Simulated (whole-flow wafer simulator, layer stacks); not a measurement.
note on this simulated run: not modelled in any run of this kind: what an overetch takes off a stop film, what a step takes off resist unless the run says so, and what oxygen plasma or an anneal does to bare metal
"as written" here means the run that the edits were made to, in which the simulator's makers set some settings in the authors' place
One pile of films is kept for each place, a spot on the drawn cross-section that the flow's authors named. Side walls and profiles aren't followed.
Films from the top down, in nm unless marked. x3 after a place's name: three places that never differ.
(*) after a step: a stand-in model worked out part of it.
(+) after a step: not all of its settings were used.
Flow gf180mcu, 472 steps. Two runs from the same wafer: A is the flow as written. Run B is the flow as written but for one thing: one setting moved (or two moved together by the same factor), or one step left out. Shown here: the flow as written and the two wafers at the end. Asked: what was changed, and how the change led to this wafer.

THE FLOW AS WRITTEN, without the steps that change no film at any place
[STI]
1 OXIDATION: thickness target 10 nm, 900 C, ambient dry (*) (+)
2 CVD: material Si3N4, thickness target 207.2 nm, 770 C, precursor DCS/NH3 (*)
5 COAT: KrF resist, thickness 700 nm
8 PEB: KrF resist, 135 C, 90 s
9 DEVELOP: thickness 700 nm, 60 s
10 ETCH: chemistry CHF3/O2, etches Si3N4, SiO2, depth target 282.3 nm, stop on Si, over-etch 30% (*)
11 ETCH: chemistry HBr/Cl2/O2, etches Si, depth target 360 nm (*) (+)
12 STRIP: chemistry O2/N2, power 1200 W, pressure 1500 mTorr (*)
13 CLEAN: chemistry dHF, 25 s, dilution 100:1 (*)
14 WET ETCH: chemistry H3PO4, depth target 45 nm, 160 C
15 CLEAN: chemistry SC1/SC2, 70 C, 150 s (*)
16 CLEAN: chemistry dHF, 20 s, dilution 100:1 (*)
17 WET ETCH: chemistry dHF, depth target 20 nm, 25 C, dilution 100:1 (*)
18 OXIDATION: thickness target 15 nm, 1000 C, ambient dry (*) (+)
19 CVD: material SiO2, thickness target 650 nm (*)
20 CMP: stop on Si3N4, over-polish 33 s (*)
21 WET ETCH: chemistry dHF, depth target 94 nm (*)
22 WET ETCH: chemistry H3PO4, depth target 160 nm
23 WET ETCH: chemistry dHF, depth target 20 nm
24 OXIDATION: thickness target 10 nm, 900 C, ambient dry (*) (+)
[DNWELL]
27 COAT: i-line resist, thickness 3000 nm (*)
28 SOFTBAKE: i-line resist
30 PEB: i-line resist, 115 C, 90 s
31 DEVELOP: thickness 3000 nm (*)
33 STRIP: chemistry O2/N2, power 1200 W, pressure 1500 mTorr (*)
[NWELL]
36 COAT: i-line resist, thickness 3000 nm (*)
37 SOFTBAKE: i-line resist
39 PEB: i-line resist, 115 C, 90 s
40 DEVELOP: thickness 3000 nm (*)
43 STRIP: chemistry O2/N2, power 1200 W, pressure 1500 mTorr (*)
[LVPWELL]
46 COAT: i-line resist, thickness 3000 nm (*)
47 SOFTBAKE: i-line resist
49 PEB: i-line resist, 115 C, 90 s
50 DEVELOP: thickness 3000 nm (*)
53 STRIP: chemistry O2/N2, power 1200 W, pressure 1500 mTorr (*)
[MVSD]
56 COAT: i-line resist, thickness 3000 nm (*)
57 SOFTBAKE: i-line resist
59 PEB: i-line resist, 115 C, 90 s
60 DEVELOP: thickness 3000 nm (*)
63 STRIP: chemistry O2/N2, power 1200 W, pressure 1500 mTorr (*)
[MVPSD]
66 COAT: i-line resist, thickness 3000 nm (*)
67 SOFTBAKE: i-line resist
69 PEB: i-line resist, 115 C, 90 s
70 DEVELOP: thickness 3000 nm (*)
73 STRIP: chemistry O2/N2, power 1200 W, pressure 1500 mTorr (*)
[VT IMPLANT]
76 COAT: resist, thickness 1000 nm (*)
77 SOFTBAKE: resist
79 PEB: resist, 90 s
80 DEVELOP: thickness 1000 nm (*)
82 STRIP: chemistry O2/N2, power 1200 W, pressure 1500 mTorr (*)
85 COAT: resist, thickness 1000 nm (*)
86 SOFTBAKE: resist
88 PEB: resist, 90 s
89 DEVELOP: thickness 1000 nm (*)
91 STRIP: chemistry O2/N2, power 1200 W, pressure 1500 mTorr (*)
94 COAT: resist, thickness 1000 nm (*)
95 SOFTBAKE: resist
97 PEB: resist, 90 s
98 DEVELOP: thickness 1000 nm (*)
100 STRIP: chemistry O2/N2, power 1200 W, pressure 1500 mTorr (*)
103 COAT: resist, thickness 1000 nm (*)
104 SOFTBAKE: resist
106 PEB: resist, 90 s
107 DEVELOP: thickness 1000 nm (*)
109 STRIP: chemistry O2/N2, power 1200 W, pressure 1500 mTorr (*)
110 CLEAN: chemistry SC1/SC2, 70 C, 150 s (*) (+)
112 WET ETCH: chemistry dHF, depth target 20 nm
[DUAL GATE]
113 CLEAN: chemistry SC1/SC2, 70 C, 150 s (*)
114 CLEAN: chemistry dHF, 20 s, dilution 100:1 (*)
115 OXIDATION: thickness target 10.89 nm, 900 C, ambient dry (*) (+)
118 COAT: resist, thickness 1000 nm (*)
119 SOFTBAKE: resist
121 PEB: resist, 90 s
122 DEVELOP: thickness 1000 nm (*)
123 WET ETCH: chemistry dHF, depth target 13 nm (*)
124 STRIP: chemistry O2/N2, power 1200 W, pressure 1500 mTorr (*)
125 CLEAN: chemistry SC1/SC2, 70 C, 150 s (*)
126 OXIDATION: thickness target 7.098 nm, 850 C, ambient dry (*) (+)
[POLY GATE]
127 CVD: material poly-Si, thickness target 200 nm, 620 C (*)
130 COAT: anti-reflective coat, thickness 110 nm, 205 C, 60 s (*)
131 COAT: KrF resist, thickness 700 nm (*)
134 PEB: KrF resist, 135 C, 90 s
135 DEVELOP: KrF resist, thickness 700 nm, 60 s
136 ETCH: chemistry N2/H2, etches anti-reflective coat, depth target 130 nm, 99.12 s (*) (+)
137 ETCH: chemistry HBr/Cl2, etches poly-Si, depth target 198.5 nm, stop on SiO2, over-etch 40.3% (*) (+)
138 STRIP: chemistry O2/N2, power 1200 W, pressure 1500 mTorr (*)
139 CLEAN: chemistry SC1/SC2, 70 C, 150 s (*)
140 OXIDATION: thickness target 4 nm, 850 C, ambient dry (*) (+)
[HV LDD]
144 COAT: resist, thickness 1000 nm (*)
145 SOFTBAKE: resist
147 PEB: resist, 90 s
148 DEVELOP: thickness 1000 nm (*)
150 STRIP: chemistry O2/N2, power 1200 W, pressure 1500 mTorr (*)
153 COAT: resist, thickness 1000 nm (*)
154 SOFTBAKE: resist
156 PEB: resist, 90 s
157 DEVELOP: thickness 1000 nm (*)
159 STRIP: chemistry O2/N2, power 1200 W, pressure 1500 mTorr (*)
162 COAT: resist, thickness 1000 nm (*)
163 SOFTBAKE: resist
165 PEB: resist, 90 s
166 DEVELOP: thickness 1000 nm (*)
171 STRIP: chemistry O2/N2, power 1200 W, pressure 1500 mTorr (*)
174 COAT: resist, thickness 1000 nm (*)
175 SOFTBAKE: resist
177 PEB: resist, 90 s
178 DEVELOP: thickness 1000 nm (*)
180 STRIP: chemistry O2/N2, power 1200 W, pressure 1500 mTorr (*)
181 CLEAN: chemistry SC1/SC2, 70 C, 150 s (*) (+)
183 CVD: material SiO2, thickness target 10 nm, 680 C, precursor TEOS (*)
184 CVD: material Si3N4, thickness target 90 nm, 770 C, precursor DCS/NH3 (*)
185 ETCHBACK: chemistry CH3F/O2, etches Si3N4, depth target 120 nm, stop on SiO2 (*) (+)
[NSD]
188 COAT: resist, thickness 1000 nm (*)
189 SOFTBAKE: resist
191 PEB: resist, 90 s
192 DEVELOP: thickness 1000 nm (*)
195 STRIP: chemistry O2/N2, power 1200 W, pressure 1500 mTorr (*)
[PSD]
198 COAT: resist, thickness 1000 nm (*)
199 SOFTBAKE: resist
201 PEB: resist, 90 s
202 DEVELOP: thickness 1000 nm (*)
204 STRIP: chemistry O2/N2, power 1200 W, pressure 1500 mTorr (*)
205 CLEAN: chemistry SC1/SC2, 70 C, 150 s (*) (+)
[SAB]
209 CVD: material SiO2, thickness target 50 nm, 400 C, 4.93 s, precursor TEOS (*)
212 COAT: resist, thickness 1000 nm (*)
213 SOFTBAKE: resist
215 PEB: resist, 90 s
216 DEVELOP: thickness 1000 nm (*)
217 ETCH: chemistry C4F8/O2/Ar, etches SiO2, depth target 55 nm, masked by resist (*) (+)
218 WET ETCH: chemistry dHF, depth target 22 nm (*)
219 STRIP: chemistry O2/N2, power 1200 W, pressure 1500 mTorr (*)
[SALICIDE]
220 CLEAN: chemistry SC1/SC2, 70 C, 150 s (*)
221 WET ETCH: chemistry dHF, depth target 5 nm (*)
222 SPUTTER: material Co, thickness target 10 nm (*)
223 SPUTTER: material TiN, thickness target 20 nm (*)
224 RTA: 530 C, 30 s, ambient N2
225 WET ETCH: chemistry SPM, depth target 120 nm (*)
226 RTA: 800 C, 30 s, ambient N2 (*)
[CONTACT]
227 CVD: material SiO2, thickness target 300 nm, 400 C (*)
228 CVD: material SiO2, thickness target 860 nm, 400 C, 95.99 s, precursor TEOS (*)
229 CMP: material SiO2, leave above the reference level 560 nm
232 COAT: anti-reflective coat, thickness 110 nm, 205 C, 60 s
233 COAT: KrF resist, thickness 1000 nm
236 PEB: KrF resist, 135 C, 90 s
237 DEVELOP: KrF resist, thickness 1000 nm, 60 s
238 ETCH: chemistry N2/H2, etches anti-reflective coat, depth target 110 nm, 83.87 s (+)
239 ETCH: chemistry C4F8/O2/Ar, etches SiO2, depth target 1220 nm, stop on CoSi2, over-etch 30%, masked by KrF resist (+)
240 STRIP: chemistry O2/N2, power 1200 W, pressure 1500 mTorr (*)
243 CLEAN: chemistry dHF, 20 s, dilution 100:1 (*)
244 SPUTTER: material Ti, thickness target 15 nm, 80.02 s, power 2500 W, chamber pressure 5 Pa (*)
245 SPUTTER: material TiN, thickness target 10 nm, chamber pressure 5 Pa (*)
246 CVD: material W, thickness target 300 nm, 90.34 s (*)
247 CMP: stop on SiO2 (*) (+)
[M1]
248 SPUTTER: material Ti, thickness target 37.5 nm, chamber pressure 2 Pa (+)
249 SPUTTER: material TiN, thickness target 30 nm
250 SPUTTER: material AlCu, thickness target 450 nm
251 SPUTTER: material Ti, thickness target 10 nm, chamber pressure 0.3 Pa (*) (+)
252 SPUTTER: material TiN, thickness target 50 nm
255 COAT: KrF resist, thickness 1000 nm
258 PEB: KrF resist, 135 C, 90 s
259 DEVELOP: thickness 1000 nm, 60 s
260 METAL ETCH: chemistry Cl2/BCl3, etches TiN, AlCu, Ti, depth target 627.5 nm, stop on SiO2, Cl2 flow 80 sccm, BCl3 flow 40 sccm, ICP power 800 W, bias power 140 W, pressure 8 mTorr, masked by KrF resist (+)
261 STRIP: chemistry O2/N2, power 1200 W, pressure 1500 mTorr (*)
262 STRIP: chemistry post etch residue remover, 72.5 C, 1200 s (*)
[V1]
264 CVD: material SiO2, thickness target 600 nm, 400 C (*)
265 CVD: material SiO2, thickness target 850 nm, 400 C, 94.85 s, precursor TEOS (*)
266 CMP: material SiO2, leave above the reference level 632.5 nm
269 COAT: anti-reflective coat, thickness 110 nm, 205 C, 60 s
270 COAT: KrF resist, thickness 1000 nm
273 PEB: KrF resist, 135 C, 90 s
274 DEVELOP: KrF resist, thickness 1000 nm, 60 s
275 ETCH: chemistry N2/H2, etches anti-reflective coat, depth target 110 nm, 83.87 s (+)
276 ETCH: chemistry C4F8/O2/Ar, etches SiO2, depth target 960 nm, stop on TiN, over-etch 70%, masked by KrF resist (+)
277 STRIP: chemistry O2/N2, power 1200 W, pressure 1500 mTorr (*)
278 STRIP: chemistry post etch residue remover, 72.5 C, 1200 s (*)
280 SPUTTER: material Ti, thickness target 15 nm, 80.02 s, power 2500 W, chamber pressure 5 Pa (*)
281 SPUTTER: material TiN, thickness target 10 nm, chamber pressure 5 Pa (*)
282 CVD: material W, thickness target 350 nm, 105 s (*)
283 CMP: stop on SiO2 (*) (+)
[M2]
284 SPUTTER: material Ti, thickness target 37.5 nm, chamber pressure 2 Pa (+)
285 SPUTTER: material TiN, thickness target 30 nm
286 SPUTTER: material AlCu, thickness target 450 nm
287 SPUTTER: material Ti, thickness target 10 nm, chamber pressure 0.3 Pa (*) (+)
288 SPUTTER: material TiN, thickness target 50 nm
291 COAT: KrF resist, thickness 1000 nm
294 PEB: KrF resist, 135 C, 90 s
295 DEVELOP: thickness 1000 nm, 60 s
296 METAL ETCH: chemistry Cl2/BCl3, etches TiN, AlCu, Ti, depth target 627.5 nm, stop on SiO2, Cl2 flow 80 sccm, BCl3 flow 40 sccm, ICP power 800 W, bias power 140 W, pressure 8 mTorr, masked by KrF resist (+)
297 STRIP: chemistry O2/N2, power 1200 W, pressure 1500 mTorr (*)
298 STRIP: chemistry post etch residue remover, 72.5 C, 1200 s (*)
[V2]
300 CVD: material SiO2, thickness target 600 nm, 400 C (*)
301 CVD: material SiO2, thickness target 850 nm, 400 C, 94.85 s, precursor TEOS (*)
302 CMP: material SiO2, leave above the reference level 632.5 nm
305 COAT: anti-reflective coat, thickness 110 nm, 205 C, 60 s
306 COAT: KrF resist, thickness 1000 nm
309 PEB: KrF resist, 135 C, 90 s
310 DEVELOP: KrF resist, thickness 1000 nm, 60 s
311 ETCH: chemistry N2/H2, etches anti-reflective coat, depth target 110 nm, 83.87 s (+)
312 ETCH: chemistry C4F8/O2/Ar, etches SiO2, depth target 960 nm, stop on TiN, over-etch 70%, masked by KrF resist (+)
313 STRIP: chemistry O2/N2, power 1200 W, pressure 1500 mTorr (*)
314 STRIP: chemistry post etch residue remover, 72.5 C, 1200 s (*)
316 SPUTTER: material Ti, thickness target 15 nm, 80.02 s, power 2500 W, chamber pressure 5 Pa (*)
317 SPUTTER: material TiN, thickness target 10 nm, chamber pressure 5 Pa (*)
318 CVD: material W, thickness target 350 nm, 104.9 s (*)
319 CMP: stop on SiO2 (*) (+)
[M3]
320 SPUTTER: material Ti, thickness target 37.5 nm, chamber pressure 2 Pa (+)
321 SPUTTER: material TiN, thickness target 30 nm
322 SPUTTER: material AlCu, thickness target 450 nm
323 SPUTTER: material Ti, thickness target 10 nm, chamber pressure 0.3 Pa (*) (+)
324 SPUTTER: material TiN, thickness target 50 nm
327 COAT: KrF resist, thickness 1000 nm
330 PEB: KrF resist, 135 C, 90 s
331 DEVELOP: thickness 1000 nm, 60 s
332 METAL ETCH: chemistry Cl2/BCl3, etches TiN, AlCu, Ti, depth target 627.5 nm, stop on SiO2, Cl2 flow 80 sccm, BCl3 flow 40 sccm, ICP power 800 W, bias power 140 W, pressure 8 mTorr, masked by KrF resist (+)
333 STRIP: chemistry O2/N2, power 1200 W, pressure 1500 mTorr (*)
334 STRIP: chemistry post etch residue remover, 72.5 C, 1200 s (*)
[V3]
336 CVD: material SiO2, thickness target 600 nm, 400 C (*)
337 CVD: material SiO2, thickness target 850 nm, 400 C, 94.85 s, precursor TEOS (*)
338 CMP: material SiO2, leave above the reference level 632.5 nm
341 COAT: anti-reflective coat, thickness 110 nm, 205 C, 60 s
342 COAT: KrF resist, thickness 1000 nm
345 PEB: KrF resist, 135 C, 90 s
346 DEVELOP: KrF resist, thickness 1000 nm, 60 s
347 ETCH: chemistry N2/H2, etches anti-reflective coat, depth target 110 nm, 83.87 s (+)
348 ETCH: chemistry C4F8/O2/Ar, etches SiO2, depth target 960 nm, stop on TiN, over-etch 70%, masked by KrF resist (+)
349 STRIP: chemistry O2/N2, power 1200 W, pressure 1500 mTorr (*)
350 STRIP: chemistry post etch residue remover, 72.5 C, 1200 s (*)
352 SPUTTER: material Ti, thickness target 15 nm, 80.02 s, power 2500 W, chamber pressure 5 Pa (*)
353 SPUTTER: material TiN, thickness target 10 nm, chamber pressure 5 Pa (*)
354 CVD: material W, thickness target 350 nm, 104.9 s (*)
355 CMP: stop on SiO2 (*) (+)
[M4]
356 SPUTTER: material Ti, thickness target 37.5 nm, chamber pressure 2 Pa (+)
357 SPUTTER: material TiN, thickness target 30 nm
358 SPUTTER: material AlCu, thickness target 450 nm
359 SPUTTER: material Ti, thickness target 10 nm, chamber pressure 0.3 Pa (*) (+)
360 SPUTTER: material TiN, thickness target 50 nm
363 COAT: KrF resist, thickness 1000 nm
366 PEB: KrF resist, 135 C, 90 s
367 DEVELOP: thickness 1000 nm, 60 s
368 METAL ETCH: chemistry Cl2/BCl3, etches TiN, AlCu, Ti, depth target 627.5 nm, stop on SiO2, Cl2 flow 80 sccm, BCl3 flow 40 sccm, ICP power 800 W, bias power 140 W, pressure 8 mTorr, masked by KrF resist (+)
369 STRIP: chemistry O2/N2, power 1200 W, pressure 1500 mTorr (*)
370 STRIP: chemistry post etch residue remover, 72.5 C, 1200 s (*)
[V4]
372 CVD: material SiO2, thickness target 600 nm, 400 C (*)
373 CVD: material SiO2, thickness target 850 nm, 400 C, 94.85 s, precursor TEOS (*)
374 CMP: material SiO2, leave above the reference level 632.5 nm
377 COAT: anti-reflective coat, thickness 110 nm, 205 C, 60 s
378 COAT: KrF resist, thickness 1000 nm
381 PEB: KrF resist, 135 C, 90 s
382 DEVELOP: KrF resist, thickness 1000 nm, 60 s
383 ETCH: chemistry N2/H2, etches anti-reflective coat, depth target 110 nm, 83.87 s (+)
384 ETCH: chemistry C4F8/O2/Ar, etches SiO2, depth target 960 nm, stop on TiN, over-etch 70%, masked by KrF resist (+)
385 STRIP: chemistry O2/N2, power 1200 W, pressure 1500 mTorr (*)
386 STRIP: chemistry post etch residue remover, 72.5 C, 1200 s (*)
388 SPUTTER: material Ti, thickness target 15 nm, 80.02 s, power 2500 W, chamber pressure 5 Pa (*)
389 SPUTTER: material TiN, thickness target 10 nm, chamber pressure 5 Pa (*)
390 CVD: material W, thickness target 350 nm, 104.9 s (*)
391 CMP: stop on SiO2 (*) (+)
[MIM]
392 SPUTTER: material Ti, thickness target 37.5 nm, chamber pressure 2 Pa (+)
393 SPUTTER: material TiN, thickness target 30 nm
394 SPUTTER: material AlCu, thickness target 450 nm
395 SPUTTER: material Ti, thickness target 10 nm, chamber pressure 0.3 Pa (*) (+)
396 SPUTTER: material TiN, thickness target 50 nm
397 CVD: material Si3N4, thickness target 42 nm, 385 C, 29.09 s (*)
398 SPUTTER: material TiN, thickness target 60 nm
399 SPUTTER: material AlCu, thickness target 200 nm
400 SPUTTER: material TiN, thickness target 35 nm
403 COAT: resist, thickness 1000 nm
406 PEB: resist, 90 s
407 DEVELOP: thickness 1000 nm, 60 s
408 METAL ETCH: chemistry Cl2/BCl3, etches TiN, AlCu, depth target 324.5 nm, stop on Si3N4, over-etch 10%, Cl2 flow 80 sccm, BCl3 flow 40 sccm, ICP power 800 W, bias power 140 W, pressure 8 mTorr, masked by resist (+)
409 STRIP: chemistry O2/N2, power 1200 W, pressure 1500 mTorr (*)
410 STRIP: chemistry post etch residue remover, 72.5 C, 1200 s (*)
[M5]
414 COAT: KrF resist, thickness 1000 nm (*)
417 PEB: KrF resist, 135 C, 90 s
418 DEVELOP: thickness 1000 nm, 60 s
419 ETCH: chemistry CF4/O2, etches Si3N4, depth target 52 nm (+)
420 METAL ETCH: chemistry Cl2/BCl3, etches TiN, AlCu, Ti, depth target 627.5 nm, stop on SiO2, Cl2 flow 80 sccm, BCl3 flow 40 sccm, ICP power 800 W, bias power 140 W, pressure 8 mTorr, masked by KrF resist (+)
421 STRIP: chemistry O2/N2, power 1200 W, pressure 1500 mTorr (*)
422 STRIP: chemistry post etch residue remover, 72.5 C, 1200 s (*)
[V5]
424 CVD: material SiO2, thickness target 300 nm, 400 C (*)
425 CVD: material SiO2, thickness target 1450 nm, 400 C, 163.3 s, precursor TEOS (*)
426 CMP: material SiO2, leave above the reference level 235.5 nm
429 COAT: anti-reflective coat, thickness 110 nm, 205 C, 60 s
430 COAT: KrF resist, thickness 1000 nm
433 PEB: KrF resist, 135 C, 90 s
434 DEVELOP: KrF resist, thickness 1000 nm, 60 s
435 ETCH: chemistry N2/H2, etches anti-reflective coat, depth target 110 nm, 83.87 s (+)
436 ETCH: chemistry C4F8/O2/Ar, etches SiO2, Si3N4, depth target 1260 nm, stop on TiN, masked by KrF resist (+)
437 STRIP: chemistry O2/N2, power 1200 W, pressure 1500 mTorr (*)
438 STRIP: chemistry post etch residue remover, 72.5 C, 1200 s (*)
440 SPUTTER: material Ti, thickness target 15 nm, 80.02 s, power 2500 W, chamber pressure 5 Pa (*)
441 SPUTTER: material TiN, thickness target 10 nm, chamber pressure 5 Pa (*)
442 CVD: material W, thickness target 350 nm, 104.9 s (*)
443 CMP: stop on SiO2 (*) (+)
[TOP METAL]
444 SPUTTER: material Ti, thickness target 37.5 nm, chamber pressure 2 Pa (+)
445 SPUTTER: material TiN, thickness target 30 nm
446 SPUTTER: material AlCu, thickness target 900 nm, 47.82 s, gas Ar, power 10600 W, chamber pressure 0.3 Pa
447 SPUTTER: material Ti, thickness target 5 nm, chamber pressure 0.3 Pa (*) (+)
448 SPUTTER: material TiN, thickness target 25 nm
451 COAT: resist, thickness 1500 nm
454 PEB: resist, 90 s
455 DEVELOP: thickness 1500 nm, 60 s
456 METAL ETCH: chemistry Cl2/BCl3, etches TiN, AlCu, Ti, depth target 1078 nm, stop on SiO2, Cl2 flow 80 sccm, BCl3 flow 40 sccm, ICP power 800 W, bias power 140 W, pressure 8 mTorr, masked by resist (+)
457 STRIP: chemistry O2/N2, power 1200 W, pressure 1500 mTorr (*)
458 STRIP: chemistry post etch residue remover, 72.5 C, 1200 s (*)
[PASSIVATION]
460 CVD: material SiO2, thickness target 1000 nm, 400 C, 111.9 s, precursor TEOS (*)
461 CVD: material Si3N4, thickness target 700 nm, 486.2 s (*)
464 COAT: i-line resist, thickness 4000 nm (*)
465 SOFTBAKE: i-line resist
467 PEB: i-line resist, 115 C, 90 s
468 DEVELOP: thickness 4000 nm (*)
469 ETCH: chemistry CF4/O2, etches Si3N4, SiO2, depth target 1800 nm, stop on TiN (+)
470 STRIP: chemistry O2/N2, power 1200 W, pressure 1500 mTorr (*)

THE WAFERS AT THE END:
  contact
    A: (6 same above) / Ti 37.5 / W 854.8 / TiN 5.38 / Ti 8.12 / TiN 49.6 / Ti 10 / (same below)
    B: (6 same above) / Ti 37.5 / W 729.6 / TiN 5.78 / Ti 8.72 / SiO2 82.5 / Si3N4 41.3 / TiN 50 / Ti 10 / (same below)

The cause: step 436, ETCH: depth target 747 nm was run, where the flow has depth target 1260 nm.

How the change led to this, step by step:
  436 ETCH: chemistry C4F8/O2/Ar, etches SiO2, Si3N4, depth target 1260 nm, stop on TiN, masked by KrF resist (+)
      contact: A SiO2 -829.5 (all of it), Si3N4 -41.3 (all of it) | B SiO2 -747
      field, field__w1, field__w2 and 108 more: A KrF resist -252 | B KrF resist -149.4
  437 STRIP: chemistry O2/N2, power 1200 W, pressure 1500 mTorr (*)
      field, field__w1, field__w2 and 108 more: A KrF resist -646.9 (all of it), anti-reflective coat -110 (all of it) | B KrF resist -749.5 (all of it), anti-reflective coat -110 (all of it)
  440 SPUTTER: material Ti, thickness target 15 nm, 80.02 s, power 2500 W, chamber pressure 5 Pa (*)
      contact: A Ti +8.12 (new film) | B Ti +8.72 (new film)
  442 CVD: material W, thickness target 350 nm, 104.9 s (*)
      contact: A W +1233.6 (new film) | B W +1108.3 (new film)
Counting metal films that touch as one body, contact has 2 bodies (between them, from the top down: SiO2 82.5 / Si3N4 41.3); the flow as written gives 1 body.
